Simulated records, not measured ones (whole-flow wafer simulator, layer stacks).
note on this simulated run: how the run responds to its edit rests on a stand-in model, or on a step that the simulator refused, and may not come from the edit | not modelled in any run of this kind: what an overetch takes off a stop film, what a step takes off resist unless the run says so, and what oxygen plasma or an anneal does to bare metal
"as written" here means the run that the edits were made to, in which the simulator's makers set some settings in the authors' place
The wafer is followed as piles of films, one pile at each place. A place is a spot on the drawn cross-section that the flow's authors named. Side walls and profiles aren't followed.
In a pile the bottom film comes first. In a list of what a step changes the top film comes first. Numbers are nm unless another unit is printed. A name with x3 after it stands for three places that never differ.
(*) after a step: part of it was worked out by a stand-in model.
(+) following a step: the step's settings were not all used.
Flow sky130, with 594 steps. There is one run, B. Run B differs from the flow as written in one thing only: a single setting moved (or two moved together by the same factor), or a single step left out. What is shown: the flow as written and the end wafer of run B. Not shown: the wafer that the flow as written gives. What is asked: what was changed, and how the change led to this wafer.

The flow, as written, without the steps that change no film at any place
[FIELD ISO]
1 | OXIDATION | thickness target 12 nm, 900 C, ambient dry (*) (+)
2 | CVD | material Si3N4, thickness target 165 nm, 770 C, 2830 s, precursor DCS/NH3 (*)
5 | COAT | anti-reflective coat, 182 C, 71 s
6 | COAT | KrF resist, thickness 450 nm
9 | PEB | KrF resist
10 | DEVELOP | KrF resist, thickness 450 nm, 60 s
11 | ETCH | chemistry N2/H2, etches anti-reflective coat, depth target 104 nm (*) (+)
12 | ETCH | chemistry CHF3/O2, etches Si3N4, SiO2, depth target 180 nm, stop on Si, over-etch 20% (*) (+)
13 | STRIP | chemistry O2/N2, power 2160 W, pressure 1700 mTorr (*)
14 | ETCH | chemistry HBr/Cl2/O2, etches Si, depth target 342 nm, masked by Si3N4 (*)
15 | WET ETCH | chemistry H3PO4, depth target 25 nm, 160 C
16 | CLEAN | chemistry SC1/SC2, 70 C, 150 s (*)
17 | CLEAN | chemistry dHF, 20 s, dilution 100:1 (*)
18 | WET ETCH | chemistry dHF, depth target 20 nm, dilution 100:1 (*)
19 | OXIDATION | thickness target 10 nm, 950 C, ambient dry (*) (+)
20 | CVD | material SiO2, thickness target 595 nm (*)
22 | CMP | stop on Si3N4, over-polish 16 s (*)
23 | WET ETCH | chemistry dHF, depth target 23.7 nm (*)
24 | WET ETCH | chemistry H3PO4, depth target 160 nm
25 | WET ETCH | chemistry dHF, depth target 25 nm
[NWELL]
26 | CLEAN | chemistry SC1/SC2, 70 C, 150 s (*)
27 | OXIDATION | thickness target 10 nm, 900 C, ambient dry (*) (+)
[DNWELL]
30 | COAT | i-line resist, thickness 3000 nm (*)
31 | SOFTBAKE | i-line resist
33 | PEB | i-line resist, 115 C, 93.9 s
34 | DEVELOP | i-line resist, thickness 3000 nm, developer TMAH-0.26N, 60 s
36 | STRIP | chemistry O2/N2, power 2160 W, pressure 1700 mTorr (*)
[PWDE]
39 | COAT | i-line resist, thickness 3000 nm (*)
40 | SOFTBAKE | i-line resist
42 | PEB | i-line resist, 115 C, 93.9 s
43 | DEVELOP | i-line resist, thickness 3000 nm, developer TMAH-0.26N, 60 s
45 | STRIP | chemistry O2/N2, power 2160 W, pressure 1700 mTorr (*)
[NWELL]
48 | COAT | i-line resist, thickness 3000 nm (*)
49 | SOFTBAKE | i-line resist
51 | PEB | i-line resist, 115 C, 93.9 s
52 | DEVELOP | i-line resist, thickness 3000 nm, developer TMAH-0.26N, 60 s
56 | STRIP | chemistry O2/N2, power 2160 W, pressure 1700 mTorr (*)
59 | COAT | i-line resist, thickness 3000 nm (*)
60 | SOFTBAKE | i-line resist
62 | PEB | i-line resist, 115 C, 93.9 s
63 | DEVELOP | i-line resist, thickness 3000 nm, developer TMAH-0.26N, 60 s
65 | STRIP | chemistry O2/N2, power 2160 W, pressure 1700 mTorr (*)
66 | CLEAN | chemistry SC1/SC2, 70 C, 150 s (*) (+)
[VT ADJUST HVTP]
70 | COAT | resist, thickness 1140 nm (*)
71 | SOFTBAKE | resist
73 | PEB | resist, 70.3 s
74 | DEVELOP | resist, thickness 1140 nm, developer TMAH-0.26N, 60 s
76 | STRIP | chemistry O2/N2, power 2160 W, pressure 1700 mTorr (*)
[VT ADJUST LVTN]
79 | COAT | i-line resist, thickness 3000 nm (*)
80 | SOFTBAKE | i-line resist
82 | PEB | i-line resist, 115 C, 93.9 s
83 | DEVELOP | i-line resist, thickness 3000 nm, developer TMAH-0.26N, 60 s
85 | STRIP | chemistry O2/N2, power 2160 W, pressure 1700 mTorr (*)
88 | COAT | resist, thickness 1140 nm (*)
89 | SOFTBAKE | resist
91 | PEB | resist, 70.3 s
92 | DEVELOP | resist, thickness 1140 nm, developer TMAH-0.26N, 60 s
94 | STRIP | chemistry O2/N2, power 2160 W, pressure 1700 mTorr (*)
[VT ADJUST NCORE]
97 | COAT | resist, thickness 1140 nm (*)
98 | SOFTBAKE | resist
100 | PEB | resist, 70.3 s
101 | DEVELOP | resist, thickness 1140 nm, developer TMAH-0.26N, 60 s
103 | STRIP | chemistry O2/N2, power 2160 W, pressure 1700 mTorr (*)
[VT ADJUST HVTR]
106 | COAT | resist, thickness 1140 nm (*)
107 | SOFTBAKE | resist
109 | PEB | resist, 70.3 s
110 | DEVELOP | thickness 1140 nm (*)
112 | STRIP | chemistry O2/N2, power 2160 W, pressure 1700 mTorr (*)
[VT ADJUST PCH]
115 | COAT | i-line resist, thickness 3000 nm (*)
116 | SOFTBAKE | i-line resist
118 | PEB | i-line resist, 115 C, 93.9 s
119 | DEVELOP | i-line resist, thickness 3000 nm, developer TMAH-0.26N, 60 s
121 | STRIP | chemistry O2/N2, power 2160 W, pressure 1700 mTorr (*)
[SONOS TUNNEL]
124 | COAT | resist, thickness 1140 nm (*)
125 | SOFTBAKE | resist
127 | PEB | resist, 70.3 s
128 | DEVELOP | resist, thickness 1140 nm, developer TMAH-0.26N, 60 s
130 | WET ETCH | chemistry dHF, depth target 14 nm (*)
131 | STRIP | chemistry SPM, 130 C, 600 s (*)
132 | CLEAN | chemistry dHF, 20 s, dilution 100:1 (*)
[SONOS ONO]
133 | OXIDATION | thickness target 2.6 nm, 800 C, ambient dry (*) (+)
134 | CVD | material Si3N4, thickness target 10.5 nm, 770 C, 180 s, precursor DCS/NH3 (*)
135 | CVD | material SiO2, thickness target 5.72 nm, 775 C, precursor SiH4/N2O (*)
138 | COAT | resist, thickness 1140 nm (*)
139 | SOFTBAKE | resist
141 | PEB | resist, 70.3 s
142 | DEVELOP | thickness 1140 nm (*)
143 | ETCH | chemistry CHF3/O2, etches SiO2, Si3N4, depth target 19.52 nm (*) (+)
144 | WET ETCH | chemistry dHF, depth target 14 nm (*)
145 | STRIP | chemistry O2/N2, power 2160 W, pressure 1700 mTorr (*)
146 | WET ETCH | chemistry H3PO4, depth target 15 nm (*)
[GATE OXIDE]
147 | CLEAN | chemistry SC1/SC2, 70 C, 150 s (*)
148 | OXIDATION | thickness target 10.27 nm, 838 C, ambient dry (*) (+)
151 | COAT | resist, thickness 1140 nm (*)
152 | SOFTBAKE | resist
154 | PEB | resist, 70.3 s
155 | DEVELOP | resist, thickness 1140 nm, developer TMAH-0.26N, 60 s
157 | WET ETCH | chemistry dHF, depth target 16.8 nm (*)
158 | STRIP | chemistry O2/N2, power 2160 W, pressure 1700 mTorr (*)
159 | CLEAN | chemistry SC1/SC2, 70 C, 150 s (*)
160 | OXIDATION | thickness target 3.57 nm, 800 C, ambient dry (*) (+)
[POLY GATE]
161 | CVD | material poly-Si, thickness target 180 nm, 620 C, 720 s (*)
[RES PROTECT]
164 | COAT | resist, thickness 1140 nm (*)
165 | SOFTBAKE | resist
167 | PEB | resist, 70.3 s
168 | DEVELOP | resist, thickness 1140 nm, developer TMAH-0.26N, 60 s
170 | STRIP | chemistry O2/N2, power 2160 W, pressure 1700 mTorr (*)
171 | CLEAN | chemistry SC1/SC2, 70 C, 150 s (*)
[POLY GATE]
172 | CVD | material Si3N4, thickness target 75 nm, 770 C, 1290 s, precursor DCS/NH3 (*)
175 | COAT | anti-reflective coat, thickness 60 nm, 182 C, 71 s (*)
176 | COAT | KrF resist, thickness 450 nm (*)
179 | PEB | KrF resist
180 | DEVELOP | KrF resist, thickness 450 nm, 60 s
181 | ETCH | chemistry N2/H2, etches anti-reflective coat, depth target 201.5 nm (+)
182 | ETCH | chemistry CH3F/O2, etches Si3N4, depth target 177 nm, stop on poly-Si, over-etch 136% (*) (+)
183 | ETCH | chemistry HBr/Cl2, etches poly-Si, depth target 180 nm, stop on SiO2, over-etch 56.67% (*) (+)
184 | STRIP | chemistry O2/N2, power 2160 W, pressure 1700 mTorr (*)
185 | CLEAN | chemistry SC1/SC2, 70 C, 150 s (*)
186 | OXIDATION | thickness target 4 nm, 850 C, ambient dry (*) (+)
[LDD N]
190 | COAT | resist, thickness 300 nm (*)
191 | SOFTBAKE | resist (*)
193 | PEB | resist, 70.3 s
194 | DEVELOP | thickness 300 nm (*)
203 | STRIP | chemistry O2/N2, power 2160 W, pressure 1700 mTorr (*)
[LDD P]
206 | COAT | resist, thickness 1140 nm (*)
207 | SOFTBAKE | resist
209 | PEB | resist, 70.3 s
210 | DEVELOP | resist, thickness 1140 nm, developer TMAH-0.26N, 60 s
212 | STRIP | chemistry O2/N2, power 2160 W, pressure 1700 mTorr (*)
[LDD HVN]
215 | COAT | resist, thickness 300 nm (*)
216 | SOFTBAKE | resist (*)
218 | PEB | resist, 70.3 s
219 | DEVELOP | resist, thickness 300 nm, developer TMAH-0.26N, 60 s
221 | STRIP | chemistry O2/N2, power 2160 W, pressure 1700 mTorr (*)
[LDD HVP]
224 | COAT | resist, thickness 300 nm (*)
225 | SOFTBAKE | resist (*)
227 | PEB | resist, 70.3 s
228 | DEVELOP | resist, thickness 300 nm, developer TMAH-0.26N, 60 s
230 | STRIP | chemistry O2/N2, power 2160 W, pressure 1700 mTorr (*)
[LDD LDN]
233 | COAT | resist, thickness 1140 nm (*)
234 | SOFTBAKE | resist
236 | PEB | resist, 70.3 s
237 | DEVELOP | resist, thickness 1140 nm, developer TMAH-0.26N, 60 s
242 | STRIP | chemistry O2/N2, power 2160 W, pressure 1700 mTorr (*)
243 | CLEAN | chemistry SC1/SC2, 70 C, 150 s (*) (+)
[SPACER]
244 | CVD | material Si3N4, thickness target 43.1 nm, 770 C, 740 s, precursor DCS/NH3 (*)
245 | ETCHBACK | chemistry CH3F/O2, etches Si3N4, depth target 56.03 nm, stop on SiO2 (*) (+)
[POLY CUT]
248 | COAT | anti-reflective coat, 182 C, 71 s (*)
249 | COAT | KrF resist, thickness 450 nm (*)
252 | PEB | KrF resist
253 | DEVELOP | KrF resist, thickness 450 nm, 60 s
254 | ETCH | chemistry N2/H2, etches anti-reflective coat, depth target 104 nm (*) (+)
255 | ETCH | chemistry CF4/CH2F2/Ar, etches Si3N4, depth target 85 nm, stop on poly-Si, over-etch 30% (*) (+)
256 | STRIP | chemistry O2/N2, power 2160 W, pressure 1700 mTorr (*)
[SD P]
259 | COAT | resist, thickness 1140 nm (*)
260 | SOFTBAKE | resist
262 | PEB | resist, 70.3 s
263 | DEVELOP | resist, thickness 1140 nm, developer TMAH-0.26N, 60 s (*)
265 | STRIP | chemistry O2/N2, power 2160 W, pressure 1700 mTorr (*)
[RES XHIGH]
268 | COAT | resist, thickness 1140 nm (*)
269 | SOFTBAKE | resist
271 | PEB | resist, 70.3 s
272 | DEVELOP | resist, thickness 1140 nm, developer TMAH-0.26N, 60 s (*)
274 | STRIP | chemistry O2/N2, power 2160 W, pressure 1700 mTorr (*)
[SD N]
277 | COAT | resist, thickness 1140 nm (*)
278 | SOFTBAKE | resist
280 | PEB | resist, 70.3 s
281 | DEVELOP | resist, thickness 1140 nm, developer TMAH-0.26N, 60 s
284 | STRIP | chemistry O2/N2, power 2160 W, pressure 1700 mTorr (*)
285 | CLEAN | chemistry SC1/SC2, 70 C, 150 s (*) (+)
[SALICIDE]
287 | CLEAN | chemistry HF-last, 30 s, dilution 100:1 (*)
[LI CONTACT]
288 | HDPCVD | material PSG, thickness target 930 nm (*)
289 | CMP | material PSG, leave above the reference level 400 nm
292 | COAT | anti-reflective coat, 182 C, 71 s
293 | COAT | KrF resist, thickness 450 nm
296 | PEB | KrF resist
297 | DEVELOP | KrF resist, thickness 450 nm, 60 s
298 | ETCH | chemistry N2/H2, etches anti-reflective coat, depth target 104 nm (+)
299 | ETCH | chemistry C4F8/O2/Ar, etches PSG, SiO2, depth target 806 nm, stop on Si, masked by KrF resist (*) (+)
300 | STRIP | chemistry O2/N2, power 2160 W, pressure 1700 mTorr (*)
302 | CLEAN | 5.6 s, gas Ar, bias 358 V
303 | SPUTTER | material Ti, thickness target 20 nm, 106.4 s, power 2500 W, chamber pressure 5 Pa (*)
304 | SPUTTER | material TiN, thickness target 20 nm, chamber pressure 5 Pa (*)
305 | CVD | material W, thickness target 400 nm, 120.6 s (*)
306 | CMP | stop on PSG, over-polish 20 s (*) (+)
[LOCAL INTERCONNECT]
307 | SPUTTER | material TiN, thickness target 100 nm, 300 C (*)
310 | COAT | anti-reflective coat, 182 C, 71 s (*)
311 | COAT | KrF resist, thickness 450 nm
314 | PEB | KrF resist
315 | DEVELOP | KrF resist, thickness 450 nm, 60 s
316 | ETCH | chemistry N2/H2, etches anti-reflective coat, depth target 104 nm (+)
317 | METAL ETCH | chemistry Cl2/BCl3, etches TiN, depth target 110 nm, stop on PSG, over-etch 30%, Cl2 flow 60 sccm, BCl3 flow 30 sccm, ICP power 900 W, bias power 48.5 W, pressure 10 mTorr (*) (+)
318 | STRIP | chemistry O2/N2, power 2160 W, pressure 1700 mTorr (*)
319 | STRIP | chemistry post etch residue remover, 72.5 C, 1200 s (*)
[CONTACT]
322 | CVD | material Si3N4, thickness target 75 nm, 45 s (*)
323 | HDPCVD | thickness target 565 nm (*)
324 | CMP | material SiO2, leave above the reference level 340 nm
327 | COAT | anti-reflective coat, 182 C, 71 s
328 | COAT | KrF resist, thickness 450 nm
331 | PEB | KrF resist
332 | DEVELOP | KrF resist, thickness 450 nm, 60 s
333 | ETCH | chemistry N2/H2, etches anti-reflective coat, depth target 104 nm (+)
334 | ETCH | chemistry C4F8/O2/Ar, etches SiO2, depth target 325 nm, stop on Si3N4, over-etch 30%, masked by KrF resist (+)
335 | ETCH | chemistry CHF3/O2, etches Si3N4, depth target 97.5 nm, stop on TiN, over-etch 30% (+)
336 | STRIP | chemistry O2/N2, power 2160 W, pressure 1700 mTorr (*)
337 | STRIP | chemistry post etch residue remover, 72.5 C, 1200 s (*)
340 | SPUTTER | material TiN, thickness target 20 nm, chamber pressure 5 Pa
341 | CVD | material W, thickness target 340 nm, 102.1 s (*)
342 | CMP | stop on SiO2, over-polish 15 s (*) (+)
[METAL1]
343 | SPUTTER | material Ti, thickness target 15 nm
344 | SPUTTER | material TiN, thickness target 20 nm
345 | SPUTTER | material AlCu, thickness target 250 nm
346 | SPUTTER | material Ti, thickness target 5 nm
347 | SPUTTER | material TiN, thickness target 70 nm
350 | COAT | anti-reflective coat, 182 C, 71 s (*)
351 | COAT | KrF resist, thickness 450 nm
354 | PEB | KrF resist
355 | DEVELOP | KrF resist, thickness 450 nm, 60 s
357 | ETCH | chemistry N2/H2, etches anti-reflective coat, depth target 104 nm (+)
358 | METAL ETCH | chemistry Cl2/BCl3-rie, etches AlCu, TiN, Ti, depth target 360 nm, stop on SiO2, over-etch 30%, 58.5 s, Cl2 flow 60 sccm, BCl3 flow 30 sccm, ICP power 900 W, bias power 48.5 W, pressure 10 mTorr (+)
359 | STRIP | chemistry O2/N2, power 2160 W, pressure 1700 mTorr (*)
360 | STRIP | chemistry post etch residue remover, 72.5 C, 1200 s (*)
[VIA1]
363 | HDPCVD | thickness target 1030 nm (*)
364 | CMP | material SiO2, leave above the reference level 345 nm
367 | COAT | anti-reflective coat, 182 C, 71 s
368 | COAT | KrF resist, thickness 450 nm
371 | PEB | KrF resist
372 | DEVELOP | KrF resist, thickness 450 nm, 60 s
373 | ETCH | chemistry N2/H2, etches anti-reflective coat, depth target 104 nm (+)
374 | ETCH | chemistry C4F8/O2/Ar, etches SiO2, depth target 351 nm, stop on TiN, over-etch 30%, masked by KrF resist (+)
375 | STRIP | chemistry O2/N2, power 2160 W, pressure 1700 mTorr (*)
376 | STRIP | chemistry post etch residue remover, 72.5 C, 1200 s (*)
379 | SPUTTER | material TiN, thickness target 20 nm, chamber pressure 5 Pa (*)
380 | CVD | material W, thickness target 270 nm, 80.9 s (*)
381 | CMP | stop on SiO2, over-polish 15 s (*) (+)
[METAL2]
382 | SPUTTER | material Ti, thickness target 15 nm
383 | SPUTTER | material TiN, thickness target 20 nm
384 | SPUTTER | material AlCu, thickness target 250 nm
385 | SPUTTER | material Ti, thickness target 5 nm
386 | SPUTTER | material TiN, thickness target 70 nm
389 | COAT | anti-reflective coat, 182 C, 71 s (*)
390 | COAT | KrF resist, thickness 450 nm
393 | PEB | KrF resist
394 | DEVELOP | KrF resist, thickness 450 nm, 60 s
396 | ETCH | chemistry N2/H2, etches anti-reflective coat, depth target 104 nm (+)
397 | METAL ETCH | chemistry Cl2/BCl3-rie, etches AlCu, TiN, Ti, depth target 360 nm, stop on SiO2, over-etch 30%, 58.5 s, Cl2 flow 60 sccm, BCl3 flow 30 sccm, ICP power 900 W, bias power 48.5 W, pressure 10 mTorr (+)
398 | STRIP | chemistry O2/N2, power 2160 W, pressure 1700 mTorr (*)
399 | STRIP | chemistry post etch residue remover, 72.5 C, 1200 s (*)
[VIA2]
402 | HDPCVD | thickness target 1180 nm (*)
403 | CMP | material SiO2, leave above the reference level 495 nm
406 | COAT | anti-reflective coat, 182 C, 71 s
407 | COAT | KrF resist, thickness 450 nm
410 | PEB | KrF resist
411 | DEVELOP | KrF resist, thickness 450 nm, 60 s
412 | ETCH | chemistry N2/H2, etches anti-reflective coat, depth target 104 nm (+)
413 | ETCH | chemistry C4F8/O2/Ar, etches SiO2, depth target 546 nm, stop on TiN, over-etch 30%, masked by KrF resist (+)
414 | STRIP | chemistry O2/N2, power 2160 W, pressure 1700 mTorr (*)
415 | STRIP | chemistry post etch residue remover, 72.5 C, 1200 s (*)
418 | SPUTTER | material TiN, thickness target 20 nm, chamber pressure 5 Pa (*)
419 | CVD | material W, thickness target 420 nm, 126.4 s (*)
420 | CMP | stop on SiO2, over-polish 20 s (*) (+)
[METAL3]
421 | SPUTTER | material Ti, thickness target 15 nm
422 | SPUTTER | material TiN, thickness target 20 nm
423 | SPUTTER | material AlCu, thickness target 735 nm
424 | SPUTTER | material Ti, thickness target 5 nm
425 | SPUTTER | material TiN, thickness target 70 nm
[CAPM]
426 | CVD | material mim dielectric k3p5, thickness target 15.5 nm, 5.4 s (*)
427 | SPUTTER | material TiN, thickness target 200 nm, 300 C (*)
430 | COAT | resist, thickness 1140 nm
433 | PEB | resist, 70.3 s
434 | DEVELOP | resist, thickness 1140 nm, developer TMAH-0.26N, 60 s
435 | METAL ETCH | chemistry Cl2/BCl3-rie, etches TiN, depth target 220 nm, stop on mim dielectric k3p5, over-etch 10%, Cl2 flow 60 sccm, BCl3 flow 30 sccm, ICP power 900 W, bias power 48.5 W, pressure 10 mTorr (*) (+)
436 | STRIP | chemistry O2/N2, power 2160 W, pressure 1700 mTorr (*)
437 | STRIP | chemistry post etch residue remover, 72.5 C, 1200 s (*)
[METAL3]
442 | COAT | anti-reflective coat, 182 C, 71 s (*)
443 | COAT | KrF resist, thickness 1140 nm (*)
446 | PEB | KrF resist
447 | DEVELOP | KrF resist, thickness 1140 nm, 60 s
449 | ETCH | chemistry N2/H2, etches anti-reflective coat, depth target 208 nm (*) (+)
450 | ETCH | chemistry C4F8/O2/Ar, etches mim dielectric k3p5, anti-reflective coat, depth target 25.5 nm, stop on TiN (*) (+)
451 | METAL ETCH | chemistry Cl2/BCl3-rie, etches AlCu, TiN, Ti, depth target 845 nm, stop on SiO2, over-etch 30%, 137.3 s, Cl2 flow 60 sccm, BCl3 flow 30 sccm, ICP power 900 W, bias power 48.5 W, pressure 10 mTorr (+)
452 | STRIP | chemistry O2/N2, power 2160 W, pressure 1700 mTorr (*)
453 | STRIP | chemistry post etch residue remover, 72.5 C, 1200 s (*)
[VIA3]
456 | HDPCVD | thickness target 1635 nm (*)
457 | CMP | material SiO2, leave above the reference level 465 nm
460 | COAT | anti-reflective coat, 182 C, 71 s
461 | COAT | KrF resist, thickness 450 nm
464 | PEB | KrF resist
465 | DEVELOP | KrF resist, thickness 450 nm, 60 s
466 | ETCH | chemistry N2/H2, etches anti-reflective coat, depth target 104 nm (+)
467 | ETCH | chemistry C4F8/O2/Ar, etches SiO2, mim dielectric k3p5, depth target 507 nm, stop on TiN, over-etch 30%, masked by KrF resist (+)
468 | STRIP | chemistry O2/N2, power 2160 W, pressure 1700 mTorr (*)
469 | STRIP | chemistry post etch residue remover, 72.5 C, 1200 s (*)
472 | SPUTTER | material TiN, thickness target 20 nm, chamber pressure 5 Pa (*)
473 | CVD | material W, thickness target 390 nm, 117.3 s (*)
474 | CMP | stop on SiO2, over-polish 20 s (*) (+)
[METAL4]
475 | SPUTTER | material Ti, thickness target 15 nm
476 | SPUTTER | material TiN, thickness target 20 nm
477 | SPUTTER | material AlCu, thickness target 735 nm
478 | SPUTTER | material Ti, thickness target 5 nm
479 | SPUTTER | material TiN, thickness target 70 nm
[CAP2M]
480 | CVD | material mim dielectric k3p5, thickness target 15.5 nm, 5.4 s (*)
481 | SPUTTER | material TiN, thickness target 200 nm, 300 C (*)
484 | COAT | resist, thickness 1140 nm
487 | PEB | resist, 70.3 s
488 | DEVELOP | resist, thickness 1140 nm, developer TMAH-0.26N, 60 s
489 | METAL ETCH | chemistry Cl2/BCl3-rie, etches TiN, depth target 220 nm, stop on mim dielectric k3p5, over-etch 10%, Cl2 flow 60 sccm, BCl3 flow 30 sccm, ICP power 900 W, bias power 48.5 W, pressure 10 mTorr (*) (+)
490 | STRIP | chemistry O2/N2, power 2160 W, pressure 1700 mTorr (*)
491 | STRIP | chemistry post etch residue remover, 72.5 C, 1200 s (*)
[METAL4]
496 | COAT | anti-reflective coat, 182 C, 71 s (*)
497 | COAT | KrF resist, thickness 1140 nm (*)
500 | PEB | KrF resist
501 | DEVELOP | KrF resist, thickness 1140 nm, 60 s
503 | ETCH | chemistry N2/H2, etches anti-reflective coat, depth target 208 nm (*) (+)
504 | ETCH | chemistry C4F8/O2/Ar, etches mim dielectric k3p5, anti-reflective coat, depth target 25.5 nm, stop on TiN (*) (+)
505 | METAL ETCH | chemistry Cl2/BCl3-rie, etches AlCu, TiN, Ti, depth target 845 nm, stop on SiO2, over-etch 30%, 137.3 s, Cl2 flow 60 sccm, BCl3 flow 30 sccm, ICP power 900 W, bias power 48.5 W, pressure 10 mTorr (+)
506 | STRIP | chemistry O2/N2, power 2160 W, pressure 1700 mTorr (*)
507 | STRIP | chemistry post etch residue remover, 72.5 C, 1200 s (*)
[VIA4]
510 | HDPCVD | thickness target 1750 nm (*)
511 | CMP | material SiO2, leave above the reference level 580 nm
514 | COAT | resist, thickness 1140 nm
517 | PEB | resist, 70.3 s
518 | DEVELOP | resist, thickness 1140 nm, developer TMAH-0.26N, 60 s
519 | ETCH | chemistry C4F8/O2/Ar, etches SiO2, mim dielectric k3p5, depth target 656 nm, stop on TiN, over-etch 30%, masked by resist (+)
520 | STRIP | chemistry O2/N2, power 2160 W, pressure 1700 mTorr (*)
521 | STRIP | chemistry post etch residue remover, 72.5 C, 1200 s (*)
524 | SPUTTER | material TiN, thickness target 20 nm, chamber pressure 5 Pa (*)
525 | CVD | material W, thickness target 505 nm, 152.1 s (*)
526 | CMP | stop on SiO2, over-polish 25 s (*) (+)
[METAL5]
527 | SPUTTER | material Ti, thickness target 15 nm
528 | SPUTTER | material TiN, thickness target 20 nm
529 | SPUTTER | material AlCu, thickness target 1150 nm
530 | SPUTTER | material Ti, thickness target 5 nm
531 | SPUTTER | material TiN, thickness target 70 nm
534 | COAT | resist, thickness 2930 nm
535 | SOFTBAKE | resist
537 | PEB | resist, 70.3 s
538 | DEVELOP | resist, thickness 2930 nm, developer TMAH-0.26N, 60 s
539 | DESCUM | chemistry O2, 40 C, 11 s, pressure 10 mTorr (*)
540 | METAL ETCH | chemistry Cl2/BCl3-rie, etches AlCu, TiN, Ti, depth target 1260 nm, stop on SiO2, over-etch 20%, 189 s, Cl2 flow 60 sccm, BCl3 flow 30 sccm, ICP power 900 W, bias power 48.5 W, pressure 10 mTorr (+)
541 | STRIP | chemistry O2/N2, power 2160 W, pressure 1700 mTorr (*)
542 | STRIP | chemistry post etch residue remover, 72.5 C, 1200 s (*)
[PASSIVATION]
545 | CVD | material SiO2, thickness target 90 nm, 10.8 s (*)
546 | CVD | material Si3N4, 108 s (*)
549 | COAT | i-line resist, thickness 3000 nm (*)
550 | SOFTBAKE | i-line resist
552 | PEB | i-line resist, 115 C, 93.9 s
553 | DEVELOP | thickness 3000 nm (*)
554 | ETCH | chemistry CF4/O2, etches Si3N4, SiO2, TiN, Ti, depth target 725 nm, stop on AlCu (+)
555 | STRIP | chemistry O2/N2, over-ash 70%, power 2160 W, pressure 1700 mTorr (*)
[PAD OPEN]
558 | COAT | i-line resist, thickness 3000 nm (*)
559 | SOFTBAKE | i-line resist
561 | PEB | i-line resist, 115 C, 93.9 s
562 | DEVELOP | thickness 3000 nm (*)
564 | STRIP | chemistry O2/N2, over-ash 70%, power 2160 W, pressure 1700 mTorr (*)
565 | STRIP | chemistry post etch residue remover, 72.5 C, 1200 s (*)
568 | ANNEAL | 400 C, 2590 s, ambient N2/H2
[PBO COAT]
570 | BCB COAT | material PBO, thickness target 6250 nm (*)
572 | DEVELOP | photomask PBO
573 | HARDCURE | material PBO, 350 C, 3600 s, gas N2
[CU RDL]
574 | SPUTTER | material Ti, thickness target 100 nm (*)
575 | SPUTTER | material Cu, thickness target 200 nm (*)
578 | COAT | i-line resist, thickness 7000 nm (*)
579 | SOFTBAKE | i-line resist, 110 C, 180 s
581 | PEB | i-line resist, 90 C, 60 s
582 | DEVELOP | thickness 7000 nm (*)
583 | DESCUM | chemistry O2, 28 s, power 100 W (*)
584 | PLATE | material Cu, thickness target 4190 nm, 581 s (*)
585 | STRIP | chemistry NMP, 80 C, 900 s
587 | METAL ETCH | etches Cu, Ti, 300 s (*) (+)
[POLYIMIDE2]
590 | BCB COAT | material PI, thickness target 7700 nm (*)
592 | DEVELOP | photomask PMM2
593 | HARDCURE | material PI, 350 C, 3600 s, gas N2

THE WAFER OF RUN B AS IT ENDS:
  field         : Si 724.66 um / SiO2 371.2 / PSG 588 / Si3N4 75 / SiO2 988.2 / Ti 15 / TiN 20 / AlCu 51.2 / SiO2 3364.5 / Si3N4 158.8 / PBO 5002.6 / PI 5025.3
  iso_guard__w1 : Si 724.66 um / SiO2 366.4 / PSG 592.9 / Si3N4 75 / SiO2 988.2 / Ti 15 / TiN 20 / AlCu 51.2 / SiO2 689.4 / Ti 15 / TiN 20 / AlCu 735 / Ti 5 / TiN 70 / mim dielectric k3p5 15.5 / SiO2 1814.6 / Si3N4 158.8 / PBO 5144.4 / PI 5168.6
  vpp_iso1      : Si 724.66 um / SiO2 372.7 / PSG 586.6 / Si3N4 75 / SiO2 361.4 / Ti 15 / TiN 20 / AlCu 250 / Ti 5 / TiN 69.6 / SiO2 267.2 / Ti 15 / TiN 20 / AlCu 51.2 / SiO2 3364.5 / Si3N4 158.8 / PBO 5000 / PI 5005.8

What caused this: step 397, METAL ETCH: depth target 205.2 nm was run, while the flow as written has depth target 360 nm; step 397, METAL ETCH: 33.3 s was run, where the flow has 58.5 s.

How this came from the change, step by step:
  397 | METAL ETCH | chemistry Cl2/BCl3-rie, etches AlCu, TiN, Ti, depth target 360 nm, stop on SiO2, over-etch 30%, 58.5 s, Cl2 flow 60 sccm, BCl3 flow 30 sccm, ICP power 900 W, bias power 48.5 W, pressure 10 mTorr (+)
      field, active, gate and 82 more: -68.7 TiN (all of it), -5 Ti (all of it), -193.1 AlCu (in the flow as written it would be: -68.7 TiN (all of it), -5 Ti (all of it), -250 AlCu (all of it), -20 TiN (all of it), -15 Ti (all of it), -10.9 SiO2)
      n_well, p_well, gate_hv and 103 more: -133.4 KrF resist (in the flow as written it would be: -234 KrF resist)
  398 | STRIP | chemistry O2/N2, power 2160 W, pressure 1700 mTorr (*)
      n_well, p_well, gate_hv and 99 more: -244.4 KrF resist (all of it), -80 anti-reflective coat (all of it) (in the flow as written it would be: -143.8 KrF resist (all of it), -80 anti-reflective coat (all of it))
      m1, via1_hole: -244.5 KrF resist (all of it), -80.4 anti-reflective coat (all of it) (in the flow as written it would be: -143.9 KrF resist (all of it), -80.4 anti-reflective coat (all of it))
      (as well as at 2 more places)
  399 | STRIP | chemistry post etch residue remover, 72.5 C, 1200 s (*)
      field, active, gate and 82 more: -5.72 AlCu (in the flow as written it would be: nothing)
  402 | HDPCVD | thickness target 1180 nm (*)
      field, active, gate and 82 more: +1180 SiO2 (new film) (in the flow as written it would be: +1180 SiO2)
  403 | CMP | material SiO2, leave above the reference level 495 nm
      field, active, gate and 82 more: -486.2 SiO2 (in the flow as written it would be: -389.1 SiO2)
Taking metal films that touch as one body, field has 1 body; the flow as written gives 0 bodies.
Taking metal films that touch as one body, iso_guard__w1 has 2 bodies (between them, from the top down: SiO2 689.4); the flow as written gives 1 body.
Taking metal films that touch as one body, vpp_iso1 has 2 bodies (between them, from the top down: SiO2 267.2); the flow as written gives 1 body.
